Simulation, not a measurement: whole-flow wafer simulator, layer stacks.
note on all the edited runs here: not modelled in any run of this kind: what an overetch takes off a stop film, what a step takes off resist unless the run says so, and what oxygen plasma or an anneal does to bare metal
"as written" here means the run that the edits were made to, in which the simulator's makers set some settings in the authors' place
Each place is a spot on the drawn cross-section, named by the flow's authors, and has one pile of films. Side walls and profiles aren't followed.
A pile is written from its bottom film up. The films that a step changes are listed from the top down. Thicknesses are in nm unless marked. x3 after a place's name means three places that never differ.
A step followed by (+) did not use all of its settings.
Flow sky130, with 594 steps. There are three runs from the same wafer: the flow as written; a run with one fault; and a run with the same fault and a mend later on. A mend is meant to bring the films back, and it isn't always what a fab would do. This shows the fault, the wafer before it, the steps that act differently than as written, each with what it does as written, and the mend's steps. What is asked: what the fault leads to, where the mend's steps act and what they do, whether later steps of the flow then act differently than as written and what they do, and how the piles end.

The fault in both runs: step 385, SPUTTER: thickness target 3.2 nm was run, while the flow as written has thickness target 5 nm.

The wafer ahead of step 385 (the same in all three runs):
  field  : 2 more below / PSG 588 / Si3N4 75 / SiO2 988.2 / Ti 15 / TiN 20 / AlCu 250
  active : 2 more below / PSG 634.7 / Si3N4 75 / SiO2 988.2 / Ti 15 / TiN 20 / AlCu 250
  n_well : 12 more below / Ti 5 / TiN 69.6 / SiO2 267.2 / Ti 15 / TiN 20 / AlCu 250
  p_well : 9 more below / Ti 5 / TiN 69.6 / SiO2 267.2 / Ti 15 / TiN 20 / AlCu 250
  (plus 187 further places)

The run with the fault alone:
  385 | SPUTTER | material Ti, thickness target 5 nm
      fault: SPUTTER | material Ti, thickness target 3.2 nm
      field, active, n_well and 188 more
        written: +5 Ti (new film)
        fault: +3.2 Ti (new film)
  Later steps of the flow acting differently than as written (not shown: 18 more steps that differ only slightly, by at most 2% or 0.5 nm, whichever is larger):
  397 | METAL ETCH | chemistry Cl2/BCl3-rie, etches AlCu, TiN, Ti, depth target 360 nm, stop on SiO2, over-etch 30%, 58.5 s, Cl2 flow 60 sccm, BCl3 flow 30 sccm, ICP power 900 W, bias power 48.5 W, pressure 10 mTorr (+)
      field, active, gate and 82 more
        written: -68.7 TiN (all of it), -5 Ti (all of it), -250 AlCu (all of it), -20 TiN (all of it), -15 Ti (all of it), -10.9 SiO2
        fault: -68.7 TiN (all of it), -3.2 Ti (all of it), -250 AlCu (all of it), -20 TiN (all of it), -15 Ti (all of it), -11.1 SiO2
  The piles end different from the flow's at n_well, p_well, gate_hv and 103 more by more than 2% or 0.5 nm, whichever is larger.
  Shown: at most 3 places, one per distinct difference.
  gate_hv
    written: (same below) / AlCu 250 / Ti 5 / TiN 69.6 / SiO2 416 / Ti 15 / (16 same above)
    fault: (same below) / AlCu 250 / Ti 3.2 / TiN 69.6 / SiO2 417.8 / Ti 15 / (16 same above)
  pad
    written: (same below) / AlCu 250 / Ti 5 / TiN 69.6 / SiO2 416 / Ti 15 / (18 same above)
    fault: (same below) / AlCu 250 / Ti 3.2 / TiN 69.6 / SiO2 417.8 / Ti 15 / (18 same above)
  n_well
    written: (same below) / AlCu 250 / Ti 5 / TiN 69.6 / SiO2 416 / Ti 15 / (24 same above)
    fault: (same below) / AlCu 250 / Ti 3.2 / TiN 69.6 / SiO2 417.8 / Ti 15 / (24 same above)

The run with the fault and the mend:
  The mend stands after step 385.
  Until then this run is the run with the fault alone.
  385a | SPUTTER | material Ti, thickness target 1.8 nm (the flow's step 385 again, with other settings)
      field, active, n_well and 188 more
        +1.8 Ti
  None of the later steps of the flow acts differently than as written at any place that is followed.
  By the end, the piles equal the flow's at every place that both follow.
